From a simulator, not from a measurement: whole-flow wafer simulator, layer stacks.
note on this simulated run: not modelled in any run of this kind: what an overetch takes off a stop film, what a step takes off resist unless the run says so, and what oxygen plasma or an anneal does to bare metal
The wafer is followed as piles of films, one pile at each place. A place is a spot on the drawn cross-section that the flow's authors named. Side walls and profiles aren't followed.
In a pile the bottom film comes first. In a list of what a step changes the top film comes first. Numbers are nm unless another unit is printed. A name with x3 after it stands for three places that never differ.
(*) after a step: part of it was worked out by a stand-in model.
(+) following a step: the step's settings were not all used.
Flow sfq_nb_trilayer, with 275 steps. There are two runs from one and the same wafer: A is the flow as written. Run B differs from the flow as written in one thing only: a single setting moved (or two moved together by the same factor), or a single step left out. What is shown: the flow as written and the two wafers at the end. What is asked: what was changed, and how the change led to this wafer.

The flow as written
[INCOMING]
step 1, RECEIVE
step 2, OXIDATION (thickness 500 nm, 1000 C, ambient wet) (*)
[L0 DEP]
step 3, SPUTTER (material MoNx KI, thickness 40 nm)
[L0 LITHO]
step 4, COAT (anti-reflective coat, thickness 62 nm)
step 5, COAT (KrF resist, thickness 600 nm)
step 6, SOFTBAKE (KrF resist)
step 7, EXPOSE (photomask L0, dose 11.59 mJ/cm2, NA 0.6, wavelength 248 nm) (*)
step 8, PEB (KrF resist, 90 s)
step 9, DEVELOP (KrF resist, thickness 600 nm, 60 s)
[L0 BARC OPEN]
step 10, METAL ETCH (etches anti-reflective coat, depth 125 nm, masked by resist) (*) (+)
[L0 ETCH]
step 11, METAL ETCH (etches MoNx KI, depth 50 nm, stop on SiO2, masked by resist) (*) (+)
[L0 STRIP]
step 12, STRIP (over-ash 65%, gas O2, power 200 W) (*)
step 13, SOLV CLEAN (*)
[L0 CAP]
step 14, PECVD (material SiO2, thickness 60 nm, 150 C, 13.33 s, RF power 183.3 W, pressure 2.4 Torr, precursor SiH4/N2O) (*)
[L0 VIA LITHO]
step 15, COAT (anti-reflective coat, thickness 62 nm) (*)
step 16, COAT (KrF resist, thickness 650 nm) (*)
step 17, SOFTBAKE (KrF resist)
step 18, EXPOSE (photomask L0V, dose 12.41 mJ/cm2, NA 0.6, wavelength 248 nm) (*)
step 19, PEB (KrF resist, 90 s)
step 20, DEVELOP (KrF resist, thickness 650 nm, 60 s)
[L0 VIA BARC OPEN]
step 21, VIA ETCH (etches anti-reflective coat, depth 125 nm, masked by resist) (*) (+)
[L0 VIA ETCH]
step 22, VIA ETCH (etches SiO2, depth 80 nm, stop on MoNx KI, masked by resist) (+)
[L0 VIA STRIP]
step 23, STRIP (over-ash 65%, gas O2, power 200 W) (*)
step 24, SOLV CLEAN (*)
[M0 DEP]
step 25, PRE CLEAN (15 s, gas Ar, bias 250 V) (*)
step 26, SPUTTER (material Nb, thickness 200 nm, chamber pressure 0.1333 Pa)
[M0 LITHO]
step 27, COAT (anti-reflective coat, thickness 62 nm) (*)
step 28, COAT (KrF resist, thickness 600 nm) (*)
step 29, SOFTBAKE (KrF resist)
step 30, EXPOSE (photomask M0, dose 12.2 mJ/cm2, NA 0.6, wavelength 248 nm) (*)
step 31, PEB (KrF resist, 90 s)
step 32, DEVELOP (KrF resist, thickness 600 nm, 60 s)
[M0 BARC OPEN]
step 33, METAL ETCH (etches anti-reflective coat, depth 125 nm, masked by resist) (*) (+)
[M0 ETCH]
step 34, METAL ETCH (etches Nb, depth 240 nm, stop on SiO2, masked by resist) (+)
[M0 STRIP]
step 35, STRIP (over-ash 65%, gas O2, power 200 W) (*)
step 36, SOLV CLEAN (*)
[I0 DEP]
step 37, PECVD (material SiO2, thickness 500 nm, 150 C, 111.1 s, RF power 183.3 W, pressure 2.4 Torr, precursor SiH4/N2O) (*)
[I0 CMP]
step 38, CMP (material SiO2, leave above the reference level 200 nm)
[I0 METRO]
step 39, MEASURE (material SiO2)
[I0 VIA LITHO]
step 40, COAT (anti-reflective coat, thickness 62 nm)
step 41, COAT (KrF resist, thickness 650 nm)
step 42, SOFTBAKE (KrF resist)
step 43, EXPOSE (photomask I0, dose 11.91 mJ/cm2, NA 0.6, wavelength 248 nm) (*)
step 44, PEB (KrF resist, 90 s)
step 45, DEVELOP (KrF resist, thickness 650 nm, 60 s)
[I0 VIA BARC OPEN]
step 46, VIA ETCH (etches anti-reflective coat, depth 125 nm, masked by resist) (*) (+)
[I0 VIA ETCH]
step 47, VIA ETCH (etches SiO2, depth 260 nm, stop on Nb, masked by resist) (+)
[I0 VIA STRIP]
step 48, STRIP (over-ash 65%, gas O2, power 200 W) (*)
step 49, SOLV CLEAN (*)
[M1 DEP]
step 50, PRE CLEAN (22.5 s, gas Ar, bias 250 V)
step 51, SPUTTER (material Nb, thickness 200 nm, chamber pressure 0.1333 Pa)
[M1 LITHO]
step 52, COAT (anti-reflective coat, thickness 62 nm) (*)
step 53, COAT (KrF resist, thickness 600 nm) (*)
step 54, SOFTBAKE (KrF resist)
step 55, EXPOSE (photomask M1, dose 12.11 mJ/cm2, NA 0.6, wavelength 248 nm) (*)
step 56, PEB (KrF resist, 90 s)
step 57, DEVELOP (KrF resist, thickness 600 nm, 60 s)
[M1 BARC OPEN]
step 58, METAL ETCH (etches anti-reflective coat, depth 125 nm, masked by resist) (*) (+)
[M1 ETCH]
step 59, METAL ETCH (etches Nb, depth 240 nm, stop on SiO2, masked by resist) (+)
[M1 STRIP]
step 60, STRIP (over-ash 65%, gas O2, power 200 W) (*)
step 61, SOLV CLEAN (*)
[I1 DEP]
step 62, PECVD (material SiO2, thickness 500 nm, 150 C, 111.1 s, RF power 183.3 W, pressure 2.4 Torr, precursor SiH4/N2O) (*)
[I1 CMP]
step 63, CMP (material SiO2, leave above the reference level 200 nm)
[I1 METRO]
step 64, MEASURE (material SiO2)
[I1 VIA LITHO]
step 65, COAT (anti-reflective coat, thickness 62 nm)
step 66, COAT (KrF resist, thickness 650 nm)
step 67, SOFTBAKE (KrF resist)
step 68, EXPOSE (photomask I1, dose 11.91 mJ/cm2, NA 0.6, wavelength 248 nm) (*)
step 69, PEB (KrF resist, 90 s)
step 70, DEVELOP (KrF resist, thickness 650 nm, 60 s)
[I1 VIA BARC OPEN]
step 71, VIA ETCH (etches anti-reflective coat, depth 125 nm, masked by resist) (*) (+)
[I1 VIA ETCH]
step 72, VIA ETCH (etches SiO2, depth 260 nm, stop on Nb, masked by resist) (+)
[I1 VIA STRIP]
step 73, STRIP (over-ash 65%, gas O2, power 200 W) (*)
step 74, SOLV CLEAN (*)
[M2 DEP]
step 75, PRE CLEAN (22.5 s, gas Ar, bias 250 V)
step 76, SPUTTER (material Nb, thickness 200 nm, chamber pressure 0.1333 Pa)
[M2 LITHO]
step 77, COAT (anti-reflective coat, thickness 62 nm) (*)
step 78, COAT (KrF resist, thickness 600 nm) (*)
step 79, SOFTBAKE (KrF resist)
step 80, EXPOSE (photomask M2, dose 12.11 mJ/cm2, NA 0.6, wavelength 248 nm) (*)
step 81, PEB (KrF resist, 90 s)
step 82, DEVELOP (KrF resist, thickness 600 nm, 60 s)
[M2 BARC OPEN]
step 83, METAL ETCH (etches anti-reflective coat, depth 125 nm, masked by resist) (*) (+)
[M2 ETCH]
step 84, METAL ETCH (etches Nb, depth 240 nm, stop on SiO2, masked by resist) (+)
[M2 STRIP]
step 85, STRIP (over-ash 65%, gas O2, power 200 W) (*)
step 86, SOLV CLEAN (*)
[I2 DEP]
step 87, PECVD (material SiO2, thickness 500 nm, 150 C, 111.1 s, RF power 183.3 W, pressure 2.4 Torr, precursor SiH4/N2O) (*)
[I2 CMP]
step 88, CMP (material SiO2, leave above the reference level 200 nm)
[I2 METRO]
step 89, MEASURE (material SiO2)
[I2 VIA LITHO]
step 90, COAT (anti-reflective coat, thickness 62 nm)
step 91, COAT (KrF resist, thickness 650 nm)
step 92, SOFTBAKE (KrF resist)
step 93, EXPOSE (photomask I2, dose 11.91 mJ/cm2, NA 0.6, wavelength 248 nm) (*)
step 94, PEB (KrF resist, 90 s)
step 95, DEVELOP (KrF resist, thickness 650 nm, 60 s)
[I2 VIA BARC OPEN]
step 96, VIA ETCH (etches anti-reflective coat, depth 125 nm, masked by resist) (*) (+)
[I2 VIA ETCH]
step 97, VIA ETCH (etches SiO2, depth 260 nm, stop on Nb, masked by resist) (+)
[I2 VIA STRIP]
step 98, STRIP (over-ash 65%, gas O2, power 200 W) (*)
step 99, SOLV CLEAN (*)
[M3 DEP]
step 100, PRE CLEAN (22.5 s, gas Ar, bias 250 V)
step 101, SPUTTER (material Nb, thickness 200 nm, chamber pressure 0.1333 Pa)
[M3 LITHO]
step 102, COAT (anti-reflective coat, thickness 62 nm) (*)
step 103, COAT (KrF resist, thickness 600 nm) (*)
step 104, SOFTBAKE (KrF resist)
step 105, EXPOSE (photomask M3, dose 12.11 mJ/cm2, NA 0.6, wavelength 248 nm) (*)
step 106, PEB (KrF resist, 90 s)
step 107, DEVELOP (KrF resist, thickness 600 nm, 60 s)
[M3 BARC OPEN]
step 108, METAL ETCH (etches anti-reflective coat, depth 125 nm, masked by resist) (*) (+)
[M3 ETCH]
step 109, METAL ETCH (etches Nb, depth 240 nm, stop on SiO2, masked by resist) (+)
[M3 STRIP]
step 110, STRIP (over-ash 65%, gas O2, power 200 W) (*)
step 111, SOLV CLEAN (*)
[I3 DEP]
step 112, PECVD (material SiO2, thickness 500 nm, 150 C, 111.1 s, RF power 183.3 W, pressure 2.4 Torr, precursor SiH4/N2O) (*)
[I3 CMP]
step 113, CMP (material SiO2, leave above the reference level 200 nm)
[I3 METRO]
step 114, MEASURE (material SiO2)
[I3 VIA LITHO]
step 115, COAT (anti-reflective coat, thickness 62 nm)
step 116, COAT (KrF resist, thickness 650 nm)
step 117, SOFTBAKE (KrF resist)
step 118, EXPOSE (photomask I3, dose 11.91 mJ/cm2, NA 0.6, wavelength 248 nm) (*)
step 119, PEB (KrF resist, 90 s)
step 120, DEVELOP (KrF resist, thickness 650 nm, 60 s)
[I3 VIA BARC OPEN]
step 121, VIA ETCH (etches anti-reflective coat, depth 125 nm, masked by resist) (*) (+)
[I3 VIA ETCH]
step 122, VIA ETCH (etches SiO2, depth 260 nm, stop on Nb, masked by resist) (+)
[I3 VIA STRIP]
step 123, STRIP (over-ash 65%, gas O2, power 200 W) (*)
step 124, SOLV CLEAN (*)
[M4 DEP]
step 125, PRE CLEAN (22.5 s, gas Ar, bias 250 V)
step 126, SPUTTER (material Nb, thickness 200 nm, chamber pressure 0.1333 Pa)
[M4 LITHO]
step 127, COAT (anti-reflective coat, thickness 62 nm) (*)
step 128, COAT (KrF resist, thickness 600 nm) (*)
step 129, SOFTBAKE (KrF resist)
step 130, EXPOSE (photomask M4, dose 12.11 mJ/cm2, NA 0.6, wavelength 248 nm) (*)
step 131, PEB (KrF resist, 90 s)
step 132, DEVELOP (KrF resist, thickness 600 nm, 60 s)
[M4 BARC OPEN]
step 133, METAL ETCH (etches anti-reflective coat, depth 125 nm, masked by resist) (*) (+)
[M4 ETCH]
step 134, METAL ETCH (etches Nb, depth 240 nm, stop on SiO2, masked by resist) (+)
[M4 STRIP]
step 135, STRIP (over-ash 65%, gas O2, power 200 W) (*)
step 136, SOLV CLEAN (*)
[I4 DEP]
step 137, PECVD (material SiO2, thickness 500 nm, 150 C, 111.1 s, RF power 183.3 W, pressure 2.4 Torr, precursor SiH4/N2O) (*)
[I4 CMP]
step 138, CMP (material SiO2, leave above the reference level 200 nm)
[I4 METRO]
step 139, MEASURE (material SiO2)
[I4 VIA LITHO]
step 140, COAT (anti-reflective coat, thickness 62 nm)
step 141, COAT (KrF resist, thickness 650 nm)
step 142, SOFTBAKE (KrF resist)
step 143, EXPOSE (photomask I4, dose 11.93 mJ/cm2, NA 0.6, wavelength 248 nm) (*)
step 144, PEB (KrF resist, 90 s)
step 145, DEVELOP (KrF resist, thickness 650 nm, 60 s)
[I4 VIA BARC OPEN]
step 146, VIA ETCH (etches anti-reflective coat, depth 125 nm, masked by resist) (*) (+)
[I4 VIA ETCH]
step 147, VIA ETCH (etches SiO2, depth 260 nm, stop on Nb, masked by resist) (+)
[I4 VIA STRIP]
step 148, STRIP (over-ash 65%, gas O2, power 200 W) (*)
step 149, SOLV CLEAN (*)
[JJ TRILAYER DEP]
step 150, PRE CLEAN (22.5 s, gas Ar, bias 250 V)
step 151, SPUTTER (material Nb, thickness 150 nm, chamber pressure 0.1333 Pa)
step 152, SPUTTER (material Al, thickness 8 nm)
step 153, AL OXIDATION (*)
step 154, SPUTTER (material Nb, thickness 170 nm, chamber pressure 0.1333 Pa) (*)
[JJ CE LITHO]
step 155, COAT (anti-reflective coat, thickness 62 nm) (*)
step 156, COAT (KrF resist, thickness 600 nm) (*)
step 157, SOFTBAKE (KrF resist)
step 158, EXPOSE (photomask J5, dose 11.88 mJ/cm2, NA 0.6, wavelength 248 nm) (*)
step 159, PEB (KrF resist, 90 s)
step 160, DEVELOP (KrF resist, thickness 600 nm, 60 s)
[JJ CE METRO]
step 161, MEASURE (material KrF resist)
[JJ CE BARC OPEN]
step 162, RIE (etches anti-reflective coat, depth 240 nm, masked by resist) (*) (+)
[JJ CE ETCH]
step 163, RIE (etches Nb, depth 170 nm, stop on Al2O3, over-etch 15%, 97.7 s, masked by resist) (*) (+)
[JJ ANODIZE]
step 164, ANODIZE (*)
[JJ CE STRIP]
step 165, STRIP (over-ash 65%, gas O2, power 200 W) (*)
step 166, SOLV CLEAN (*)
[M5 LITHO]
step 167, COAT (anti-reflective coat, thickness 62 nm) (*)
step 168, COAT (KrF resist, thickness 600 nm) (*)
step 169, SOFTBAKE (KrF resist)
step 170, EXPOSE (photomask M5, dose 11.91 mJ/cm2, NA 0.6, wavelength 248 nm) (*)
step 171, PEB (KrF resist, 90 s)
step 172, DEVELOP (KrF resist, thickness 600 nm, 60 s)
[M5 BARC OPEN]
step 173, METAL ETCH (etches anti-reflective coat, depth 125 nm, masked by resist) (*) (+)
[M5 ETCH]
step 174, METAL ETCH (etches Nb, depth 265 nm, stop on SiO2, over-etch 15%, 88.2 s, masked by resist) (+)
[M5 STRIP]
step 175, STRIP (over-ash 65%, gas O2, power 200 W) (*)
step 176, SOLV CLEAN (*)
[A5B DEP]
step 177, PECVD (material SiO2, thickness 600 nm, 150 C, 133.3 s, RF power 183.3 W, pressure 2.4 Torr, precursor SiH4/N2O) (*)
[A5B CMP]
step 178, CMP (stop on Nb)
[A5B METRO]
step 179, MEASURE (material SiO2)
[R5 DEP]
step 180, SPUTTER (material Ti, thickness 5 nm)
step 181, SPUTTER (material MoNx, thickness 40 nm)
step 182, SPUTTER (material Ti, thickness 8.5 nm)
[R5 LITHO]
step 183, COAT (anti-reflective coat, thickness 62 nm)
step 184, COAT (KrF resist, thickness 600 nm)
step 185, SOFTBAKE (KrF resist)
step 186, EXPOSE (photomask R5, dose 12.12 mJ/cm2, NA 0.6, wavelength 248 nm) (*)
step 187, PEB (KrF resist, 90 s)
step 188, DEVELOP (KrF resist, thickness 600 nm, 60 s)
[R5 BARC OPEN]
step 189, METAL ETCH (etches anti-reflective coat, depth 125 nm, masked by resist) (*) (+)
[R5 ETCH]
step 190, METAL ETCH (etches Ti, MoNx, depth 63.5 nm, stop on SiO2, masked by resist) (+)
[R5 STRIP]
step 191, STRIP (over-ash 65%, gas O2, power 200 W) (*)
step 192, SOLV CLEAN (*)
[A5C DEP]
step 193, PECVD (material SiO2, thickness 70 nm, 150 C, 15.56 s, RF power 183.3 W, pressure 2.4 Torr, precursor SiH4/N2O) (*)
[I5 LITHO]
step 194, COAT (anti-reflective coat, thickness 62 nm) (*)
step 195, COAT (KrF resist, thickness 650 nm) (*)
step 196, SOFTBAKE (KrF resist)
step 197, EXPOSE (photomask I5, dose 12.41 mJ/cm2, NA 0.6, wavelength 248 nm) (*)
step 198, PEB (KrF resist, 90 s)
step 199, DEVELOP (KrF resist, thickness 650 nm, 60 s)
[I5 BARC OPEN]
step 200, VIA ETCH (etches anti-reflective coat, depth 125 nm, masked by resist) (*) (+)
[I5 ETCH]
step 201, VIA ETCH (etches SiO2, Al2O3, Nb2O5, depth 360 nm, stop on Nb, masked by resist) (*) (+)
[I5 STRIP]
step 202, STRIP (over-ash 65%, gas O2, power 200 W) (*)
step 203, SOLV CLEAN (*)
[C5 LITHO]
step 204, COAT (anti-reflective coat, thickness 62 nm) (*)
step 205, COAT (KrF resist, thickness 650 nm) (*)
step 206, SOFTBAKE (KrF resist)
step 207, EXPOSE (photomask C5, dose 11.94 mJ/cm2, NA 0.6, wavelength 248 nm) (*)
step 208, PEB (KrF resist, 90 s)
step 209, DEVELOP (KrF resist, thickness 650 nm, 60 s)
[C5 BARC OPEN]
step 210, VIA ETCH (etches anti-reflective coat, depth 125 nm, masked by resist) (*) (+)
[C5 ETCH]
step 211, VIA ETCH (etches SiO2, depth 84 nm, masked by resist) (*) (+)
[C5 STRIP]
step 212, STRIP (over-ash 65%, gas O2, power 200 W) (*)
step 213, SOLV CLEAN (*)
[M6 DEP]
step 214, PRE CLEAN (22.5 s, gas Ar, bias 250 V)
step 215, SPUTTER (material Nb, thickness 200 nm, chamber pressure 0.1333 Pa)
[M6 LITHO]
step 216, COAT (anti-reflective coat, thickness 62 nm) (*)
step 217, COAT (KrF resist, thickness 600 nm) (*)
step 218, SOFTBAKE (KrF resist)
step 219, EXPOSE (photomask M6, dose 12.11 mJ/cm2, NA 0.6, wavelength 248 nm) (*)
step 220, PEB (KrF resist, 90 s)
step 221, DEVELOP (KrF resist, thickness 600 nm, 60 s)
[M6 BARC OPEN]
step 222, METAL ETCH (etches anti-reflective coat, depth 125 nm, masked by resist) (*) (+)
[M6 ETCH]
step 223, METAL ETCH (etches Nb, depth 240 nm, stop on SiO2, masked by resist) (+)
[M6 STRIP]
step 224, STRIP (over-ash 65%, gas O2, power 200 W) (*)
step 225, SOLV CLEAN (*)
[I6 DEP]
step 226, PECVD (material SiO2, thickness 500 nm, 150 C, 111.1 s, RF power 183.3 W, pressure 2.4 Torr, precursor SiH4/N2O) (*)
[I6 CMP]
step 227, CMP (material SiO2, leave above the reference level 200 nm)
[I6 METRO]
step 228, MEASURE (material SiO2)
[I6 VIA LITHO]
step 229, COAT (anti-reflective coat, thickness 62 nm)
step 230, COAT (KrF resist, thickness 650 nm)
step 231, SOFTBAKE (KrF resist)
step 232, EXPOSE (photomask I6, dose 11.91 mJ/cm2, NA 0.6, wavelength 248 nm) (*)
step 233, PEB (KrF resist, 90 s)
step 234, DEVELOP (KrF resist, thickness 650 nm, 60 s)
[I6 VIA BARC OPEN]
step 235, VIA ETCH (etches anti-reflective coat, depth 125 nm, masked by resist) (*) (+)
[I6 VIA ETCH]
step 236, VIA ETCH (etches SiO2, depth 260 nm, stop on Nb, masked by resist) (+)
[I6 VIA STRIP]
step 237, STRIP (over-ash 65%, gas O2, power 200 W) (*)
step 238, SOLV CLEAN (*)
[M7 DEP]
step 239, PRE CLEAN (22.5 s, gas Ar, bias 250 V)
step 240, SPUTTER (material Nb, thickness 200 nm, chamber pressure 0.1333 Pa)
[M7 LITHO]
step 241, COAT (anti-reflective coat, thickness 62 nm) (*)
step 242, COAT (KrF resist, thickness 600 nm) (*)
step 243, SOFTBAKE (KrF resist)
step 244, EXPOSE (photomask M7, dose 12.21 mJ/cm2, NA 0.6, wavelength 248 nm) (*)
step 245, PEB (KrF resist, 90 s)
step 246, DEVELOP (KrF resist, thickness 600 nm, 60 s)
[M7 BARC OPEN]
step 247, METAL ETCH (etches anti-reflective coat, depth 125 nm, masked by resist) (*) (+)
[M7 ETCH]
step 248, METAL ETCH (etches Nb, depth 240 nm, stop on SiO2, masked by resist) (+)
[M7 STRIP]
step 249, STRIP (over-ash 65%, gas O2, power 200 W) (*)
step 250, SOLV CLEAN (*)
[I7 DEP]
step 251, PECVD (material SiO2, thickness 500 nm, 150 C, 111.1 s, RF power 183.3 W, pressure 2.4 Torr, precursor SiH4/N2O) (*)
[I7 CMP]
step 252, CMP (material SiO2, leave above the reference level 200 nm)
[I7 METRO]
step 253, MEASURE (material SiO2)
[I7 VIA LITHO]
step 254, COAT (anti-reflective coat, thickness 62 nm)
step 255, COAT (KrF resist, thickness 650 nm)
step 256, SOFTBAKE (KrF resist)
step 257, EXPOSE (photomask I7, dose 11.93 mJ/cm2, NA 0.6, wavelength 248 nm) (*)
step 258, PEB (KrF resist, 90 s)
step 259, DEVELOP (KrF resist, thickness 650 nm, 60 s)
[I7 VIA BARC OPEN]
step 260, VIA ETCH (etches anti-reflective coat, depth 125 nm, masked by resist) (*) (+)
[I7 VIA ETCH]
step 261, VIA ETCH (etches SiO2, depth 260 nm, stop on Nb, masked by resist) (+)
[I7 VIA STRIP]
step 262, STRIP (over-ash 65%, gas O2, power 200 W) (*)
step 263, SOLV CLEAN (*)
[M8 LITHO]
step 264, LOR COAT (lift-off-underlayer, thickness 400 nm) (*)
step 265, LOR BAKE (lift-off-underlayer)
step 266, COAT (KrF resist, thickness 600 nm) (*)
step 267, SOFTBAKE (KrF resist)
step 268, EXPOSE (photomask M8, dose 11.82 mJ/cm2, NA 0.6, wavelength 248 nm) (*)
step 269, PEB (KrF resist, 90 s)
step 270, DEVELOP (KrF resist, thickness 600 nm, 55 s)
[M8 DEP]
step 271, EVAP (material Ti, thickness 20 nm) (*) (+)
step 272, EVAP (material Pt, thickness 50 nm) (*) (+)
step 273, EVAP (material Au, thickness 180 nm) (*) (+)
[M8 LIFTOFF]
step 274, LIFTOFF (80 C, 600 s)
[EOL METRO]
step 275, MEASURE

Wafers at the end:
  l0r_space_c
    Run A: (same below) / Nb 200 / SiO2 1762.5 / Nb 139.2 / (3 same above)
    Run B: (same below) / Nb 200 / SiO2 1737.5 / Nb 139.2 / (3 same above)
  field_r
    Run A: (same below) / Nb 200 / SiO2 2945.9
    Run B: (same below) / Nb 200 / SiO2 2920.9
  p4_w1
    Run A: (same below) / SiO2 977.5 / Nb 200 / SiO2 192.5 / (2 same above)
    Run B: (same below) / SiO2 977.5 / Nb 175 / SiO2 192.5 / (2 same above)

Cause: step 101, SPUTTER: thickness 175 nm was run, whereas the flow has thickness 200 nm.
The wafer itself shows it: p4_w1 has Nb 175, and step 101 as written asks for 200 nm.

Step by step, how the change led to this:
  step 101, SPUTTER (material Nb, thickness 200 nm, chamber pressure 0.1333 Pa)
      field_l, v_sur, via_wl and 102 more: A +200 Nb (new film) | B +175 Nb (new film)
      via_w: A +165.5 Nb | B +144.7 Nb
  step 102, COAT (anti-reflective coat, thickness 62 nm) (*)
      via_wl, via_wr: A +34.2 anti-reflective coat (new film) | B +33.3 anti-reflective coat (new film)
  step 109, METAL ETCH (etches Nb, depth 240 nm, stop on SiO2, masked by resist) (+)
      field_l, be, be_sur and 72 more: A -200 Nb (all of it) | B -175 Nb (all of it)
  step 110, STRIP (over-ash 65%, gas O2, power 200 W) (*)
      via_wl: A -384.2 KrF resist (all of it), -34.2 anti-reflective coat (all of it) | B -385.2 KrF resist (all of it), -33.3 anti-reflective coat (all of it)
      via_wr: A -384.2 KrF resist (all of it), -34.2 anti-reflective coat (all of it) | B -385.3 KrF resist (all of it), -33.3 anti-reflective coat (all of it)
  step 112, PECVD (material SiO2, thickness 500 nm, 150 C, 111.1 s, RF power 183.3 W, pressure 2.4 Torr, precursor SiH4/N2O) (*)
      p4_g1, p4_g2, p3_s0, p3_s1, p3_s2, p3_s3, p3_s4, p3_s5: A +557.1 SiO2 | B +532.1 SiO2
  step 113, CMP (material SiO2, leave above the reference level 200 nm)
      field_l, be, be_sur and 64 more: A -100 SiO2 | B -125 SiO2
